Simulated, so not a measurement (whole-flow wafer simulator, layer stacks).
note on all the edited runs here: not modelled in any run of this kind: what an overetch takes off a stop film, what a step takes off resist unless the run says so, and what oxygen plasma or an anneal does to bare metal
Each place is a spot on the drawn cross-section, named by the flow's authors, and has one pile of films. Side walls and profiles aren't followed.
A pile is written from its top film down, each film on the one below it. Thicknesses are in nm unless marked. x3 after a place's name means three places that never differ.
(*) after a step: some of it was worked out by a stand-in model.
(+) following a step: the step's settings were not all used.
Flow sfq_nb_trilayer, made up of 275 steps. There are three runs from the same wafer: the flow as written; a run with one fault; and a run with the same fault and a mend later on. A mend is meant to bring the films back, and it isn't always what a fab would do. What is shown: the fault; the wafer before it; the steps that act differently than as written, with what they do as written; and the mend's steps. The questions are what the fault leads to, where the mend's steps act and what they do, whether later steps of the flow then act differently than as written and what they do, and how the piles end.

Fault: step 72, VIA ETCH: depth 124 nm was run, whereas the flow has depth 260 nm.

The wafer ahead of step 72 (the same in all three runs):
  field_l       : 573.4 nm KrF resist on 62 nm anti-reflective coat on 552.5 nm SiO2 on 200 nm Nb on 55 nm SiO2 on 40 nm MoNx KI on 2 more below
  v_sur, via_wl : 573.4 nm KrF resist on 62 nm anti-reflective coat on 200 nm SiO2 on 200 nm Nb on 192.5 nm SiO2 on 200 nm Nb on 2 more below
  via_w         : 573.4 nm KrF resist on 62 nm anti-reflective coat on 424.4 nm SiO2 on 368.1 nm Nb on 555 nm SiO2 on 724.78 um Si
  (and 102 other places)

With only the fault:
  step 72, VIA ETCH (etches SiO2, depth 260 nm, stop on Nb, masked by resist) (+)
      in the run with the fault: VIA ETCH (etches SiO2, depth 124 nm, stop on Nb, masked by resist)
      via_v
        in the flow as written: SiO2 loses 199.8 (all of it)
        in the run with the fault: SiO2 loses 124
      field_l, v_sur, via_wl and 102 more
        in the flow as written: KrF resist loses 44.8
        in the run with the fault: KrF resist loses 21.4
  Steps later in the flow that act otherwise than as written (5 more steps, not shown, differ only slightly: by at most 2% or 0.5 nm, whichever is larger):
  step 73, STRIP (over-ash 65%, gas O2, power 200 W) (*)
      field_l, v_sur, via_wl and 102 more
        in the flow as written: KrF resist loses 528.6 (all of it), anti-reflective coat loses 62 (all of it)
        in the run with the fault: KrF resist loses 552.1 (all of it), anti-reflective coat loses 62 (all of it)
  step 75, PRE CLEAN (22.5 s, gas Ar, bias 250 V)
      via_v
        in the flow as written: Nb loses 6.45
        in the run with the fault: SiO2 loses 7.5
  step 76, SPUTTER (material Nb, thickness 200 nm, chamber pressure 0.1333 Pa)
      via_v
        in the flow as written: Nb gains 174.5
        in the run with the fault: Nb gains 189.5 (new film)
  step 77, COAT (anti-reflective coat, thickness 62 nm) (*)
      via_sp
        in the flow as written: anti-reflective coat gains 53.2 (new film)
        in the run with the fault: anti-reflective coat gains 54.8 (new film)
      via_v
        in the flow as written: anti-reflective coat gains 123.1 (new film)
        in the run with the fault: anti-reflective coat gains 106.1 (new film)
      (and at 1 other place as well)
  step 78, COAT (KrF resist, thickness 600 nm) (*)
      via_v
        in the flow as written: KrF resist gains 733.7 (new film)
        in the run with the fault: KrF resist gains 673 (new film)
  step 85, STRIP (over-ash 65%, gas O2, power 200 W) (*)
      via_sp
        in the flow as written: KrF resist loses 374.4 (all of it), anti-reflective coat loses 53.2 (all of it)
        in the run with the fault: KrF resist loses 379.3 (all of it), anti-reflective coat loses 54.8 (all of it)
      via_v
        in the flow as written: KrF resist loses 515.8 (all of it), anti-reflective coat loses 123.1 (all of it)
        in the run with the fault: KrF resist loses 455.2 (all of it), anti-reflective coat loses 106.1 (all of it)
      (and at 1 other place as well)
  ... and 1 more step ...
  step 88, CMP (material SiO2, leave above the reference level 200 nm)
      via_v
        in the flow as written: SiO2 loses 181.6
        in the run with the fault: SiO2 loses 165.4
  By the end, the piles at via_v depart from the flow's by more than 2% or 0.5 nm, whichever is larger.
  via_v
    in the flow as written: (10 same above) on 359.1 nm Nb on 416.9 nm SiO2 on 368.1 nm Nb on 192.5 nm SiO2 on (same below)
    in the run with the fault: (10 same above) on 359.1 nm Nb on 327.1 nm SiO2 on 189.5 nm Nb on 68.3 nm SiO2 on 200 nm Nb on 192.5 nm SiO2 on (same below)

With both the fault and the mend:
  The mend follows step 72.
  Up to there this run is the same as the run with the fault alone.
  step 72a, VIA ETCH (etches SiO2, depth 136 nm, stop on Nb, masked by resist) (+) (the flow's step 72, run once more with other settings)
      field_l, v_sur, via_wl and 102 more
        KrF resist loses 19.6
      via_v
        SiO2 loses 75.8 (all of it)
  Later steps of the flow that are run all act as written at every place that is followed, up to a difference of at most 2% or 0.5 nm, whichever is larger.
  The piles end the same as the flow's at every place that both follow.
